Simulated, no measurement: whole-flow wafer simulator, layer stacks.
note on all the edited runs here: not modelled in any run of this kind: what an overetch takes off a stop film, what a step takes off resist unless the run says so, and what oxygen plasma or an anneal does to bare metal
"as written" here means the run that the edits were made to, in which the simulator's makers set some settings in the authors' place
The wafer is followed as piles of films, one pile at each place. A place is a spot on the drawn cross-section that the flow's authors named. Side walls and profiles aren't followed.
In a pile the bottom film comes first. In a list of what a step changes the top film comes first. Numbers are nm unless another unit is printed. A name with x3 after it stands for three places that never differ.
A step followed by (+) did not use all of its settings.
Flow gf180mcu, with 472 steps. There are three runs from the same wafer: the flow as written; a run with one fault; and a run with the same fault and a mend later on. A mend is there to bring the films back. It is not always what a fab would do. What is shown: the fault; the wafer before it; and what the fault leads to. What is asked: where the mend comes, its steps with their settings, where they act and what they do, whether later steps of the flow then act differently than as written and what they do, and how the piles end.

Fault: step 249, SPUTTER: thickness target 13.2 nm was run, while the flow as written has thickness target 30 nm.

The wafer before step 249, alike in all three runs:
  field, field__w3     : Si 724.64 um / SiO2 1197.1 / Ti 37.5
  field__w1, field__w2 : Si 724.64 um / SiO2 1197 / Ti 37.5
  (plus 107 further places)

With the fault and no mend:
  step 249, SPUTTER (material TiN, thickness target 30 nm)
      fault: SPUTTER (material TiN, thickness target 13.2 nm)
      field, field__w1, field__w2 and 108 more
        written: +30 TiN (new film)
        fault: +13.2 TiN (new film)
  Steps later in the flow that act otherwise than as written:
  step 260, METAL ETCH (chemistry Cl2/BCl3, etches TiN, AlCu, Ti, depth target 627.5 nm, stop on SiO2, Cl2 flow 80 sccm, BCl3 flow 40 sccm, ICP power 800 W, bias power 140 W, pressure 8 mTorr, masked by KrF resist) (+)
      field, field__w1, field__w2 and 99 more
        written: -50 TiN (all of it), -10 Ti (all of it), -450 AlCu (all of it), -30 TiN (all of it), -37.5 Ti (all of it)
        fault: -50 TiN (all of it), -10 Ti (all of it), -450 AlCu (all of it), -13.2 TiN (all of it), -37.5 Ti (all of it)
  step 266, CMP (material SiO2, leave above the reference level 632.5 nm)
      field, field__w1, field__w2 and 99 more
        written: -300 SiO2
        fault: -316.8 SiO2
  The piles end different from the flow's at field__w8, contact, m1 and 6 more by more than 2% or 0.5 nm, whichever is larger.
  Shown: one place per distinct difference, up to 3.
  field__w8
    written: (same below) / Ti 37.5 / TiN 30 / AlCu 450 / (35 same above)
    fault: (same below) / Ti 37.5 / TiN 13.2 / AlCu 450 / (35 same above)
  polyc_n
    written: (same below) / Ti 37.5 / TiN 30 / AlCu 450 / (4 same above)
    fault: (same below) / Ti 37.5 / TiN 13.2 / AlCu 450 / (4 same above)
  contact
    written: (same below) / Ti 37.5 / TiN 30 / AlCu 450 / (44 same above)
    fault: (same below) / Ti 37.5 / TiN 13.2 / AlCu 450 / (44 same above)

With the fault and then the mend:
  The mend follows step 249.
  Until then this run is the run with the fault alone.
  step 249a, SPUTTER (material TiN, thickness target 16.8 nm) (a further turn of the flow's step 249, with different settings)
      field, field__w1, field__w2 and 108 more
        +16.8 TiN
  Every later step of the flow that is run acts as written at every place that is followed.
  At every place that both follow, the piles at the end match the flow's.
